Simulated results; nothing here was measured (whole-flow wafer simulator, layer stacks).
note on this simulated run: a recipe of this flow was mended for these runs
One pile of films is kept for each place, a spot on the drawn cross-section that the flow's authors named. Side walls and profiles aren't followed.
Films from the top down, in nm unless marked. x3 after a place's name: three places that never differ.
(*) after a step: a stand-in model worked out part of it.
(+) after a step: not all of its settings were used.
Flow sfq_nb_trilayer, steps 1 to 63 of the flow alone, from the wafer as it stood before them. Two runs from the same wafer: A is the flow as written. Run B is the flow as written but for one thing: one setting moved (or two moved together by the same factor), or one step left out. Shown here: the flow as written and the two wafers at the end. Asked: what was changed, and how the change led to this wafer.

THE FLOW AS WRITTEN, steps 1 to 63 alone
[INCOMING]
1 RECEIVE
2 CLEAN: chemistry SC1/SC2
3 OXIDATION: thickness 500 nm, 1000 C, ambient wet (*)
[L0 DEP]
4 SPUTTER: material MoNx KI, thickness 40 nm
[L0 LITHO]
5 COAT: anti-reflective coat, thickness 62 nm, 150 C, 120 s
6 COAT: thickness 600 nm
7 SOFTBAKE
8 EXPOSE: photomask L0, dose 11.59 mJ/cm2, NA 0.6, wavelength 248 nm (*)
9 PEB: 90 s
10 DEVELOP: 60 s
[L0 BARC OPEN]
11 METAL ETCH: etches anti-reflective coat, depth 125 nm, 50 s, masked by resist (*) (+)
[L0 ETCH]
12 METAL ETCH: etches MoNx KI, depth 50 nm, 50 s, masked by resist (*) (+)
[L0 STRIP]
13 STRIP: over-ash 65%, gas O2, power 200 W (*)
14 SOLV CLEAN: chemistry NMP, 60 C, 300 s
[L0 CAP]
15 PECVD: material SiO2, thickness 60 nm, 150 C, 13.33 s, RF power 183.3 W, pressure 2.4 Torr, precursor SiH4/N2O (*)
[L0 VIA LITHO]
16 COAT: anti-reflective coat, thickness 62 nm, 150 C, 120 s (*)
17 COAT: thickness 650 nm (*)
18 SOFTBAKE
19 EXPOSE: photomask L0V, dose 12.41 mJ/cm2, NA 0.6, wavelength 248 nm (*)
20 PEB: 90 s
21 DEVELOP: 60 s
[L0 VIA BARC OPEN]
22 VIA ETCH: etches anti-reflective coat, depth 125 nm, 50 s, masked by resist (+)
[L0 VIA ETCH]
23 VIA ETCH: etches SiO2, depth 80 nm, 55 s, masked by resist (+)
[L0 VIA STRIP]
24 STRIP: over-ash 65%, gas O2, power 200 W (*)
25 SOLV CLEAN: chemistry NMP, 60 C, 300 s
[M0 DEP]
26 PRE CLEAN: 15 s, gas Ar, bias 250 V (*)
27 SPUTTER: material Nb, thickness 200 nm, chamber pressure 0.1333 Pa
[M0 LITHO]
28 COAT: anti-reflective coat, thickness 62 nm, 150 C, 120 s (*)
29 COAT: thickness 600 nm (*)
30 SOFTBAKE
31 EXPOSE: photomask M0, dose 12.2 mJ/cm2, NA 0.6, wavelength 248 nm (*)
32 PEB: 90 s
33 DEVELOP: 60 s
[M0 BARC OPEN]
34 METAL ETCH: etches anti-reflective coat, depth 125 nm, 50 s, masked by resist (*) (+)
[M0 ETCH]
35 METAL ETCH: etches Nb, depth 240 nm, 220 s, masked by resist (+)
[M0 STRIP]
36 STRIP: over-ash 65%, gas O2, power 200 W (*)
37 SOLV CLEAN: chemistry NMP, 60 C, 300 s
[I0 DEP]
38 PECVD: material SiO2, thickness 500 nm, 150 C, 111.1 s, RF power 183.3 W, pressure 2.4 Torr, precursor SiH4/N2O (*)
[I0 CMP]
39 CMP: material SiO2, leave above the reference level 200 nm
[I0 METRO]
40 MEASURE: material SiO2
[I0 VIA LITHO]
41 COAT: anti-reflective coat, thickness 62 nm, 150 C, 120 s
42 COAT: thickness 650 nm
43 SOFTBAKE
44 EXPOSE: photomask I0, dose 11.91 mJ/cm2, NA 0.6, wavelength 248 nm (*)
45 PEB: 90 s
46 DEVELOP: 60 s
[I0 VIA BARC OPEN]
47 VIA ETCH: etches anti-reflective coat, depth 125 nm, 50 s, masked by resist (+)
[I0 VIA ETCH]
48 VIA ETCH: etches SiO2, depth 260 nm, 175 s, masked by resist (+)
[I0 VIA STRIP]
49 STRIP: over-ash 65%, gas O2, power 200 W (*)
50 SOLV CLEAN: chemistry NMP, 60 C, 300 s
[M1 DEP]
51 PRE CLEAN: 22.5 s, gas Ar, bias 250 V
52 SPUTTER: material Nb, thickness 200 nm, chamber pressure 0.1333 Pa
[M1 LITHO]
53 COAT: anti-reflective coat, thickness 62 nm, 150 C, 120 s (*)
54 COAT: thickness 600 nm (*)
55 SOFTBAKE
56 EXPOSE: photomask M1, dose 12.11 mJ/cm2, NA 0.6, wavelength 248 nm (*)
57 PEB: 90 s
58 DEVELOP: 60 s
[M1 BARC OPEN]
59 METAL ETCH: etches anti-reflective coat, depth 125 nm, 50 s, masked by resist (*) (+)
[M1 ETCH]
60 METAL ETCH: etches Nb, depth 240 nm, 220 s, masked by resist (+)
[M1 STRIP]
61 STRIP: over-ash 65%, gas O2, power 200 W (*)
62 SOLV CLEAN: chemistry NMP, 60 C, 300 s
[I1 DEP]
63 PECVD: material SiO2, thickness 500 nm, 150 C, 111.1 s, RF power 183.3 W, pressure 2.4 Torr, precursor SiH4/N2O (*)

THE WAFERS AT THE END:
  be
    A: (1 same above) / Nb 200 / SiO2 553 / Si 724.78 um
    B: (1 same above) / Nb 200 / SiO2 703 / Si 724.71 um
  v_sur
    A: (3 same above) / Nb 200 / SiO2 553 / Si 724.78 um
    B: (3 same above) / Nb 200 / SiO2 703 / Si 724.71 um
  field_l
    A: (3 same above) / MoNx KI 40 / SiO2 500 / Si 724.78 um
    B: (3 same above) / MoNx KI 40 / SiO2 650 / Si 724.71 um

The cause: step 3, OXIDATION: thickness 650 nm was run, where the flow has thickness 500 nm.
It can be read off the wafer: field_l has SiO2 650, and step 3 as written asks for 500 nm.

How the change led to this, step by step:
  3 OXIDATION: thickness 500 nm, 1000 C, ambient wet (*)
      field_l, v_sur, via_wl and 103 more: A SiO2 +500 (new film), chemical SiO2 -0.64 (all of it), Si -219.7 | B SiO2 +650 (new film), chemical SiO2 -0.64 (all of it), Si -285.7
